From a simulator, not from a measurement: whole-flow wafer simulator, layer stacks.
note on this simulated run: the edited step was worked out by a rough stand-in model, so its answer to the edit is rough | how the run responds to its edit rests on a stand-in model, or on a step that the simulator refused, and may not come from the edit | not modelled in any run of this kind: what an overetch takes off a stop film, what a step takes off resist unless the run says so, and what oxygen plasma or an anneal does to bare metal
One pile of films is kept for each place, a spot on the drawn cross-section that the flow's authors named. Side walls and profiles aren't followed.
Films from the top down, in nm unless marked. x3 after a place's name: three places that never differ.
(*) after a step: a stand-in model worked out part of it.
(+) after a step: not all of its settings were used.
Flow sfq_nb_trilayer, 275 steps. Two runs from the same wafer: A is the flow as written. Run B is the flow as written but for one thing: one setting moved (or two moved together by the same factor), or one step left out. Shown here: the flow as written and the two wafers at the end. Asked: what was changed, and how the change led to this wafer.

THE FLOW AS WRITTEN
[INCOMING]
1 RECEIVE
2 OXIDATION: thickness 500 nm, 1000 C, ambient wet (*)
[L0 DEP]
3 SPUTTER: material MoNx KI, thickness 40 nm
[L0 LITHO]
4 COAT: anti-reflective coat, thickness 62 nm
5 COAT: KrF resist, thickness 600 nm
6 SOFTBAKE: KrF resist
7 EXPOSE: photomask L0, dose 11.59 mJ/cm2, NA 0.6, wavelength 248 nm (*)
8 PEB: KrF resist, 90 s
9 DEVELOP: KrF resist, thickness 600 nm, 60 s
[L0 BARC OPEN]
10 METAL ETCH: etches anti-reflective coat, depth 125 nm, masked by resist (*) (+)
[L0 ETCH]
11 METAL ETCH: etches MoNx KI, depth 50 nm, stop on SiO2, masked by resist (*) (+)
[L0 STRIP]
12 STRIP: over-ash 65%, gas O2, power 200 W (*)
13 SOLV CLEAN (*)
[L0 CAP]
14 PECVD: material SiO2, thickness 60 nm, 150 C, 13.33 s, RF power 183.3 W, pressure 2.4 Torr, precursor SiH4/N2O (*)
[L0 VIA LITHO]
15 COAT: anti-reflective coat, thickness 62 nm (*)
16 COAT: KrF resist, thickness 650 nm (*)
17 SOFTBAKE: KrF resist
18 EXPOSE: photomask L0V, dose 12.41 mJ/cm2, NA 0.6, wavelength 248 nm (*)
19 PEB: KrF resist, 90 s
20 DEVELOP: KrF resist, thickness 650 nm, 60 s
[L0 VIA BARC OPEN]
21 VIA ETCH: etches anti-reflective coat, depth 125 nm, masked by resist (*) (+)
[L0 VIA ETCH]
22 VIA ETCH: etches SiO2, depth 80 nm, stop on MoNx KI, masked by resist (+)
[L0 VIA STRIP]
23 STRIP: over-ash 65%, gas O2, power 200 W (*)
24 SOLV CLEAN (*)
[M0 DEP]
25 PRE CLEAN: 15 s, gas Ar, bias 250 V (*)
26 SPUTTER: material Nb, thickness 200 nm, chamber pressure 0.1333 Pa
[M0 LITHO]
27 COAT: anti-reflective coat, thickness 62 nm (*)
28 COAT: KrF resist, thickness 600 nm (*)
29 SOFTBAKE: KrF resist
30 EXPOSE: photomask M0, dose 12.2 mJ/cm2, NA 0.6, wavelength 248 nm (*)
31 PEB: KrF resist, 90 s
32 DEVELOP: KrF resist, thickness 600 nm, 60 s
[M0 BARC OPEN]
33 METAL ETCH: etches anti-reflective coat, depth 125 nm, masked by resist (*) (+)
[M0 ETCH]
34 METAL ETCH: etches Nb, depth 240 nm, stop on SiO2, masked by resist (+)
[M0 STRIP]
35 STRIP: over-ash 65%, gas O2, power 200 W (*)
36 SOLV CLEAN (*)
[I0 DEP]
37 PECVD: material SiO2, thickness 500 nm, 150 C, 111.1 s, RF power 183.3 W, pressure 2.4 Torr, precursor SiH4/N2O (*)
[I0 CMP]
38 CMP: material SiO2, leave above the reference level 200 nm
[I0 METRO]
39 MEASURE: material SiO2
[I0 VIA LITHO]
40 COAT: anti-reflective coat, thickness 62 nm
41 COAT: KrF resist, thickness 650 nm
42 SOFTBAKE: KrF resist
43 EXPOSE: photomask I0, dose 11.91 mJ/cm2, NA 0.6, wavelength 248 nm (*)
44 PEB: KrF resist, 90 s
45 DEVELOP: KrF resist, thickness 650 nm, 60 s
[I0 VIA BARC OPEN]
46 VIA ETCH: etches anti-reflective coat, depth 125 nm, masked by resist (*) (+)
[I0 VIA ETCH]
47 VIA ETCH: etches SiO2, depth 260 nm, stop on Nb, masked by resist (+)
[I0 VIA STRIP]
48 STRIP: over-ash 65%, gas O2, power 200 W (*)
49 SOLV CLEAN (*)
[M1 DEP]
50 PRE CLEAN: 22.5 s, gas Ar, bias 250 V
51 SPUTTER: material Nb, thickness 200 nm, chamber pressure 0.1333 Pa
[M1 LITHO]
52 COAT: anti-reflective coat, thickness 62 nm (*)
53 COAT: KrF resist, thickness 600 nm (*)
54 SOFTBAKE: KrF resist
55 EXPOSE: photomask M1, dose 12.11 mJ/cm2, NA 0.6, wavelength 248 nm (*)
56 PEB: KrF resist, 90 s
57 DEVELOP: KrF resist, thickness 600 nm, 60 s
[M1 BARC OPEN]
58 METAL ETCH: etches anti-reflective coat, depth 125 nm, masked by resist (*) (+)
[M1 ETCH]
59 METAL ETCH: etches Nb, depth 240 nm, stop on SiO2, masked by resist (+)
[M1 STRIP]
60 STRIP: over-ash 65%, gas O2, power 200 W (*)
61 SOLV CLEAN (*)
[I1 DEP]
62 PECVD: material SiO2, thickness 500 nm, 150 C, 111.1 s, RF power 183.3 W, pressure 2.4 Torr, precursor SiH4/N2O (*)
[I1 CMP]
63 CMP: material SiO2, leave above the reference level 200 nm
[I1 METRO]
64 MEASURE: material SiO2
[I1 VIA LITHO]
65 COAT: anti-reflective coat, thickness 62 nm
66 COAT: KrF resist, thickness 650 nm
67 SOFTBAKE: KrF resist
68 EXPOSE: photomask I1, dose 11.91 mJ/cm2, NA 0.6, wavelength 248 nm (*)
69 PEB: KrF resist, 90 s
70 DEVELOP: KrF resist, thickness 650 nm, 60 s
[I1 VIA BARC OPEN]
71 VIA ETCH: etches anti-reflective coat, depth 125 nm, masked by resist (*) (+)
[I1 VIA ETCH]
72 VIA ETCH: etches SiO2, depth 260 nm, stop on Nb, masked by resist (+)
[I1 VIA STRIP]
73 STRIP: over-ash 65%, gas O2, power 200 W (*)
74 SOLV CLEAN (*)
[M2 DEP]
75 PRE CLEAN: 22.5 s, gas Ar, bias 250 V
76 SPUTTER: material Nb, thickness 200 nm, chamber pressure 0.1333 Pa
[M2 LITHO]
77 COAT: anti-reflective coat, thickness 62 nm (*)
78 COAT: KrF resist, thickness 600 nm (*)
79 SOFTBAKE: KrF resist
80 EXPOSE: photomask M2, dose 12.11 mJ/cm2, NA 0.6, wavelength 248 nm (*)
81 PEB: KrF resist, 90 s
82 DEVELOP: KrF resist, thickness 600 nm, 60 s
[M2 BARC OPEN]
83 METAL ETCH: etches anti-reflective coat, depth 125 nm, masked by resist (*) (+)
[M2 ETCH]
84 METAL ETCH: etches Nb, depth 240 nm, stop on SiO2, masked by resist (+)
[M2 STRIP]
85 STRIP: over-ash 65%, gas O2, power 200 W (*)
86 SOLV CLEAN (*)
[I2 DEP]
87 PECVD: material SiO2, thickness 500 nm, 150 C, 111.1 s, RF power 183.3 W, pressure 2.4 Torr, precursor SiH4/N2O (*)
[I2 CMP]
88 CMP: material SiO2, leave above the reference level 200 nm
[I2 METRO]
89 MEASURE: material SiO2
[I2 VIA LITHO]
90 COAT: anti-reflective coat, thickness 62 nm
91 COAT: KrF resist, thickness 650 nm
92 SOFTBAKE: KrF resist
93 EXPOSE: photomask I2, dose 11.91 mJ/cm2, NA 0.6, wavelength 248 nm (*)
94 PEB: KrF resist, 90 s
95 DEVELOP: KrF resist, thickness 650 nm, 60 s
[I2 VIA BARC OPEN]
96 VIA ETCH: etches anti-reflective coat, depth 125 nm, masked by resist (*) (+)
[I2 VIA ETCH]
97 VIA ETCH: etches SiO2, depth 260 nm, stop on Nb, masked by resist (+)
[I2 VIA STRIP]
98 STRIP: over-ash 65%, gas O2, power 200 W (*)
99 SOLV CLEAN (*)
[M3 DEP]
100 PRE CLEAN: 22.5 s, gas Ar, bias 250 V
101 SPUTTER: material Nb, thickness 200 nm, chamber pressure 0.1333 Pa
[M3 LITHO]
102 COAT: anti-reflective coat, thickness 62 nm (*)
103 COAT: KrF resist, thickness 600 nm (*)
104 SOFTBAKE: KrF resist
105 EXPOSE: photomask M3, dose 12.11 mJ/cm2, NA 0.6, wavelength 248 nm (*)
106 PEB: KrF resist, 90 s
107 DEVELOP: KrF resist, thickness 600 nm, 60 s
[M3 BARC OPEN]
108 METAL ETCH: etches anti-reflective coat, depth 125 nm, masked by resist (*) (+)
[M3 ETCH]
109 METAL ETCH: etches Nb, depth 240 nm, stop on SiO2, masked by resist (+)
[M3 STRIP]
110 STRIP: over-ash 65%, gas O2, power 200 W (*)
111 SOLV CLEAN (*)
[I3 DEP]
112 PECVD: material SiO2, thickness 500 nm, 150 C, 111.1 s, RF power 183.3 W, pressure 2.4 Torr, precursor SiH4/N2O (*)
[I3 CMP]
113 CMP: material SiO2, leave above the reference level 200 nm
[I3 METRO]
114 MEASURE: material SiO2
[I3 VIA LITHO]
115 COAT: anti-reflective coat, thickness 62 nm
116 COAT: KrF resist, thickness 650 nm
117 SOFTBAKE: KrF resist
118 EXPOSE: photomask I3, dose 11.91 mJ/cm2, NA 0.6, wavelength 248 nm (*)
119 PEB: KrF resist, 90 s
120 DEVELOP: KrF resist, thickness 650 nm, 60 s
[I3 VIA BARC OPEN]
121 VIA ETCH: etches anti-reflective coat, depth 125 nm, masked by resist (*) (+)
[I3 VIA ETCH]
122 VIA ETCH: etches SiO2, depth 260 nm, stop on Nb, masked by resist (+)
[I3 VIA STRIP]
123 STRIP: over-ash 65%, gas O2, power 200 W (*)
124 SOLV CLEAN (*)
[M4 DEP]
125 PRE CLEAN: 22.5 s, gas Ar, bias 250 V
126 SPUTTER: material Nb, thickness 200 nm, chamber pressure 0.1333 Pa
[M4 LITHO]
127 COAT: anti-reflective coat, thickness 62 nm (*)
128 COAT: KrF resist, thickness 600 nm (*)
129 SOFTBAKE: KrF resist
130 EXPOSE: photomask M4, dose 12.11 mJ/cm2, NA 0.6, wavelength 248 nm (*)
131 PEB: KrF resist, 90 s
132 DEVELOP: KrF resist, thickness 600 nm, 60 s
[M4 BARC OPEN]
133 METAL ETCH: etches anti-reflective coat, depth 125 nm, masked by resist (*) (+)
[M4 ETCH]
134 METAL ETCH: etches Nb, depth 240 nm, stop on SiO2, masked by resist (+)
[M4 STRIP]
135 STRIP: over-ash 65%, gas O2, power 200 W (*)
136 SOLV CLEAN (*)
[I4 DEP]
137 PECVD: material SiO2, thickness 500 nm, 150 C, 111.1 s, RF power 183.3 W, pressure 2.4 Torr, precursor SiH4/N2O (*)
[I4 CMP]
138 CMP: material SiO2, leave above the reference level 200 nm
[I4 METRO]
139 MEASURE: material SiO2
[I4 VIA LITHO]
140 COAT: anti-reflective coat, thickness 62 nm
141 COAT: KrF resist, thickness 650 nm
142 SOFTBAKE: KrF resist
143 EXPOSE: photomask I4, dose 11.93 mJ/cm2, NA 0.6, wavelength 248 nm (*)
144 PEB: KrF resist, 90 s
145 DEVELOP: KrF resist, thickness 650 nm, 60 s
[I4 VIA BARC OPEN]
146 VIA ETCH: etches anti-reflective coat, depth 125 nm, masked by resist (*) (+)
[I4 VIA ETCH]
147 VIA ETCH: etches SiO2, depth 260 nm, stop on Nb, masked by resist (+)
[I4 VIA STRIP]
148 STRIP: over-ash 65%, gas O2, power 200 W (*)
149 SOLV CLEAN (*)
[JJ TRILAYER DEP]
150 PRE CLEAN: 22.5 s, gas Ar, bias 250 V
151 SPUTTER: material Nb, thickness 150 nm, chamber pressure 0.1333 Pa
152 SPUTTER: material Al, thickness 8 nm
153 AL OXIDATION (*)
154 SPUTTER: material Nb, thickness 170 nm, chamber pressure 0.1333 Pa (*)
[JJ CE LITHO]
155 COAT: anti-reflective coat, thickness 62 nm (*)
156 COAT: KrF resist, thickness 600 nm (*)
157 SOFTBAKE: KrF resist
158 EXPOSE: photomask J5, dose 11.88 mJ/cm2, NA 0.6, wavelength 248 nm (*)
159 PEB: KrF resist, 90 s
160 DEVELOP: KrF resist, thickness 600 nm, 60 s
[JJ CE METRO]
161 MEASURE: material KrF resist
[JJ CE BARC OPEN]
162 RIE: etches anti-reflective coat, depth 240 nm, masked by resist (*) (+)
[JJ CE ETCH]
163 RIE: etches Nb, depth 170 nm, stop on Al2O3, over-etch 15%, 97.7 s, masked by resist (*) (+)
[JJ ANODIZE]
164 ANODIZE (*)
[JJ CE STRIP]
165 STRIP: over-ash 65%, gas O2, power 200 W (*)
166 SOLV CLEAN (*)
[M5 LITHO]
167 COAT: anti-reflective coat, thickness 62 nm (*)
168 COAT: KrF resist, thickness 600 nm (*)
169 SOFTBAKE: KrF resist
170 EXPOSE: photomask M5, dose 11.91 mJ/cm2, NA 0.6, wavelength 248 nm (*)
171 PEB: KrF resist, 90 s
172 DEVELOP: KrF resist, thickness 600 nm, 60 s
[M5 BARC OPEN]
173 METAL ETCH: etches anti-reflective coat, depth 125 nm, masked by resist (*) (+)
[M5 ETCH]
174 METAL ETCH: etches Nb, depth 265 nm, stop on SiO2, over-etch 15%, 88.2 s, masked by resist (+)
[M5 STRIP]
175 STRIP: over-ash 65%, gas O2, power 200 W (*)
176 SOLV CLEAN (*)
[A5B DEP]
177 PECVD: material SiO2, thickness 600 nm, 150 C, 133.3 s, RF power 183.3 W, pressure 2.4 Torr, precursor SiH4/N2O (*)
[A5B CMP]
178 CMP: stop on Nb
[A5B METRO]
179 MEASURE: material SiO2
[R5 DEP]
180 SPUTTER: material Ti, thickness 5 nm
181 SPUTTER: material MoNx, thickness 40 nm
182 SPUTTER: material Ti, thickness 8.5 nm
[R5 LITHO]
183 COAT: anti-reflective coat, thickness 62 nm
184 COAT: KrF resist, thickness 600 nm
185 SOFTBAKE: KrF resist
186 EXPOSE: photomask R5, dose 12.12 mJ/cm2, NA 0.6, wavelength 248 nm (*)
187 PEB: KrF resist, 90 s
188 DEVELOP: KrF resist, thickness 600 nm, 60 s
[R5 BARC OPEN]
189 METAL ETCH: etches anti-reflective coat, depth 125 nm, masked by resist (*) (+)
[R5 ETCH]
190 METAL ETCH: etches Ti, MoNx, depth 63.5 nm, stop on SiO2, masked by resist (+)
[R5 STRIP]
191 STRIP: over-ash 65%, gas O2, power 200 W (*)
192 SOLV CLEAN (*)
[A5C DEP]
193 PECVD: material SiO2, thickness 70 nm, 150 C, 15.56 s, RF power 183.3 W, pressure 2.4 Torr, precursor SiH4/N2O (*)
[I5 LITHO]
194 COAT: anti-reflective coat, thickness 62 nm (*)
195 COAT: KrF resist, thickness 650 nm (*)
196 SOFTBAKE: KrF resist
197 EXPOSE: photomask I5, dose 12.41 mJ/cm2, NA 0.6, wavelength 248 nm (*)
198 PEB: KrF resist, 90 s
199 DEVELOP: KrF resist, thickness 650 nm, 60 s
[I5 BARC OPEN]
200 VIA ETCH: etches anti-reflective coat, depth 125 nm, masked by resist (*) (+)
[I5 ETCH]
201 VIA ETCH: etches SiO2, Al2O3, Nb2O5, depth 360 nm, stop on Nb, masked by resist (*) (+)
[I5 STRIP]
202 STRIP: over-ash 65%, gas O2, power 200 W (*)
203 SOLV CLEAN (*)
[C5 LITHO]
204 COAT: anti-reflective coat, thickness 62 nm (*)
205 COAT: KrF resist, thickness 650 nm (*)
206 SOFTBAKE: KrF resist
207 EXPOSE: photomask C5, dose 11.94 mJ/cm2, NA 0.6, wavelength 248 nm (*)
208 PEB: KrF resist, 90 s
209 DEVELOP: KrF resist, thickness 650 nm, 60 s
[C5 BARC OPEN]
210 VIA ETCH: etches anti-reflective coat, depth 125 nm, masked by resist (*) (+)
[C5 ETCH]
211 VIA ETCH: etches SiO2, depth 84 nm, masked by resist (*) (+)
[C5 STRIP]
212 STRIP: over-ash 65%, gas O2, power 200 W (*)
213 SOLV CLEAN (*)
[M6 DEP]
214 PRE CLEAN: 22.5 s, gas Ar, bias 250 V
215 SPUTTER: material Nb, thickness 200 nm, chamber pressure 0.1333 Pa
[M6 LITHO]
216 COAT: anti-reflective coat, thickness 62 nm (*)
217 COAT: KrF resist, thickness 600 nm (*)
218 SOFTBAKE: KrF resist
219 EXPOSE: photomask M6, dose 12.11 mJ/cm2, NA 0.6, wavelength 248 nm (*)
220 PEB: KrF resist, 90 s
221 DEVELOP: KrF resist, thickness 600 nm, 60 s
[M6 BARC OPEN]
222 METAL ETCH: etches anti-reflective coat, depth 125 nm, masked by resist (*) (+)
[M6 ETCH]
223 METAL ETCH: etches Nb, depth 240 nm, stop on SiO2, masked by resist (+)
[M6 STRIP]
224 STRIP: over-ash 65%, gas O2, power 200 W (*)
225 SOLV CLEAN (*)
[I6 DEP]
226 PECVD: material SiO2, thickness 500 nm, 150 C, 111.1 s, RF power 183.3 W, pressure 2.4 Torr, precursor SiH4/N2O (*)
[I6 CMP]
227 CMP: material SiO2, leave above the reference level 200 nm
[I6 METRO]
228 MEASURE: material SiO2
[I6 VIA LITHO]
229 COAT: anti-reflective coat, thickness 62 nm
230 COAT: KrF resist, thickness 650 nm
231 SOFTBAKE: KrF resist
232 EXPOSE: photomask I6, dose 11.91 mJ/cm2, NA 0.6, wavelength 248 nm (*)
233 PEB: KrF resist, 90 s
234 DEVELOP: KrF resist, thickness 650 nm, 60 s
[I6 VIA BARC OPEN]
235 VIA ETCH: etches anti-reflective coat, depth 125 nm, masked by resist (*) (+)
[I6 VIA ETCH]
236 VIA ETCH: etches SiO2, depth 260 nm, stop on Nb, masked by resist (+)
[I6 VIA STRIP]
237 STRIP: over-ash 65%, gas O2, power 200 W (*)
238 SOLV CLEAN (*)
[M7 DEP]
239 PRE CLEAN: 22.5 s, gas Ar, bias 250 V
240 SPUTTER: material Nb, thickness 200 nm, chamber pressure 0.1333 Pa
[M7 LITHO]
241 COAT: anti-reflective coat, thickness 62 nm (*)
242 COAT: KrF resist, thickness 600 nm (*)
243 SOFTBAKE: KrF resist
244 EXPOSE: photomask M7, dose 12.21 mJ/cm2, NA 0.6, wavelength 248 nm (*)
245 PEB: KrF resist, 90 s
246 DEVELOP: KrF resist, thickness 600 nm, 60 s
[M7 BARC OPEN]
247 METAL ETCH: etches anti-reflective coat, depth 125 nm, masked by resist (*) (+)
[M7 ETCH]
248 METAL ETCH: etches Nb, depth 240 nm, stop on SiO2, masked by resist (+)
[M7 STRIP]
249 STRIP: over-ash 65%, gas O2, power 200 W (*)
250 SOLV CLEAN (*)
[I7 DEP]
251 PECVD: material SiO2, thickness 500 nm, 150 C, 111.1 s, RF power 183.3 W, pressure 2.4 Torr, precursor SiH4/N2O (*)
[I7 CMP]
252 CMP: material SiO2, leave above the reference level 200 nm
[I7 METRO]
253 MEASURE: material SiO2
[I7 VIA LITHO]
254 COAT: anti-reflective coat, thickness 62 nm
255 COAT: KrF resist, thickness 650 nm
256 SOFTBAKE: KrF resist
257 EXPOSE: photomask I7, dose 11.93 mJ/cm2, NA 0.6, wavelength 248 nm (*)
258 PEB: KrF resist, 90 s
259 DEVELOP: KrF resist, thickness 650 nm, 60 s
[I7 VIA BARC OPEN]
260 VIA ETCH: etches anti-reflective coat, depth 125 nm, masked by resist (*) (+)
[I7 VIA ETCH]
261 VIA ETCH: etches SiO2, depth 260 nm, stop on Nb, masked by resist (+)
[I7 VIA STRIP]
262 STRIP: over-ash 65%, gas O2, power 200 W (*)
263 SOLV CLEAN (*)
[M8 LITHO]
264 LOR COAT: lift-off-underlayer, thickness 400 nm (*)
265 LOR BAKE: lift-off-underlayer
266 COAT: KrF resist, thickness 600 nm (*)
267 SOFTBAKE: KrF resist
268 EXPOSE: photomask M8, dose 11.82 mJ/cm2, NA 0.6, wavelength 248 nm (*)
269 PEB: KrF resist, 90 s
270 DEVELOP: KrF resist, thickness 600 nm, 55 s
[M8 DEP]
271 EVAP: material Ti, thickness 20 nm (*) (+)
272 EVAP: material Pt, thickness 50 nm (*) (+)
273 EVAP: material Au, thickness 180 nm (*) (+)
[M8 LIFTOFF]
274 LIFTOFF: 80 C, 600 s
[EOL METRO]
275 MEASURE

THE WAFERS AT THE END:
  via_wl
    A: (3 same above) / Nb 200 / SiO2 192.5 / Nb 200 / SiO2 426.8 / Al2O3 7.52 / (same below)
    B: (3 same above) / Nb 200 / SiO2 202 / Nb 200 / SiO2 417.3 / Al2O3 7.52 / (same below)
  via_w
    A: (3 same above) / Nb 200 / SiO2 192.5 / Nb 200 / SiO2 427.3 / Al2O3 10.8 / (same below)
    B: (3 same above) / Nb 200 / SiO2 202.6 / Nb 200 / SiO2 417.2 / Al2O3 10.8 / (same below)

The cause: step 177, PECVD: thickness 375 nm was run, where the flow has thickness 600 nm; step 177, PECVD: 83.33 s was run, where the flow has 133.3 s.

How the change led to this, step by step:
  177 PECVD: material SiO2, thickness 600 nm, 150 C, 133.3 s, RF power 183.3 W, pressure 2.4 Torr, precursor SiH4/N2O (*)
      v_sur, via_sp, via_v and 47 more: A SiO2 +600 (new film) | B SiO2 +375 (new film)
      field_l, p4_fl, p4_fm and 39 more: A SiO2 +600 | B SiO2 +375
      (and at 14 more places)
  178 CMP: stop on Nb
      via_wl, via_wr: A SiO2 -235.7 | B nothing
      via_w: A SiO2 -235.2 | B nothing
      (and at 103 more places)
  183 COAT: anti-reflective coat, thickness 62 nm
      via_wl, via_wr: A anti-reflective coat +62 (new film) | B anti-reflective coat +66.3 (new film)
      v_sur: A anti-reflective coat +62 (new film) | B anti-reflective coat +60.3 (new film)
      (and at 1 more place)
  189 METAL ETCH: etches anti-reflective coat, depth 125 nm, masked by resist (*) (+)
      via_wl, via_wr: A anti-reflective coat -62 (all of it) | B anti-reflective coat -66.3 (all of it)
      v_sur: A anti-reflective coat -62 (all of it) | B anti-reflective coat -60.3 (all of it)
      (and at 1 more place)
  194 COAT: anti-reflective coat, thickness 62 nm (*)
      v_sur: A anti-reflective coat +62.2 (new film) | B anti-reflective coat +60.6 (new film)
      via_wl: A anti-reflective coat +62.2 (new film) | B anti-reflective coat +66.3 (new film)
      (and at 2 more places)
  202 STRIP: over-ash 65%, gas O2, power 200 W (*)
      v_sur: A KrF resist -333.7 (all of it), anti-reflective coat -62.2 (all of it) | B KrF resist -333.5 (all of it), anti-reflective coat -60.6 (all of it)
      via_wl: A KrF resist -333.7 (all of it), anti-reflective coat -62.2 (all of it) | B KrF resist -336.8 (all of it), anti-reflective coat -66.3 (all of it)
      (and at 2 more places)
  204 COAT: anti-reflective coat, thickness 62 nm (*)
      v_sur: A anti-reflective coat +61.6 (new film) | B anti-reflective coat +60 (new film)
      via_wl: A anti-reflective coat +61.6 (new film) | B anti-reflective coat +65.7 (new film)
      (and at 2 more places)
  212 STRIP: over-ash 65%, gas O2, power 200 W (*)
      v_sur: A KrF resist -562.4 (all of it), anti-reflective coat -61.6 (all of it) | B KrF resist -562.2 (all of it), anti-reflective coat -60 (all of it)
      via_wl: A KrF resist -562.3 (all of it), anti-reflective coat -61.6 (all of it) | B KrF resist -565.3 (all of it), anti-reflective coat -65.7 (all of it)
      (and at 2 more places)
  216 COAT: anti-reflective coat, thickness 62 nm (*)
      v_sur: A anti-reflective coat +61.6 (new film) | B anti-reflective coat +59.8 (new film)
      via_wl: A anti-reflective coat +61.5 (new film) | B anti-reflective coat +65.3 (new film)
      (and at 2 more places)
  224 STRIP: over-ash 65%, gas O2, power 200 W (*)
      v_sur: A KrF resist -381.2 (all of it), anti-reflective coat -61.6 (all of it) | B KrF resist -380.9 (all of it), anti-reflective coat -59.8 (all of it)
      via_wl: A KrF resist -381 (all of it), anti-reflective coat -61.5 (all of it) | B KrF resist -384.2 (all of it), anti-reflective coat -65.3 (all of it)
      (and at 2 more places)
  227 CMP: material SiO2, leave above the reference level 200 nm
      via_wl, via_wr: A SiO2 -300 | B SiO2 -290.5
      via_w: A SiO2 -300 | B SiO2 -289.9
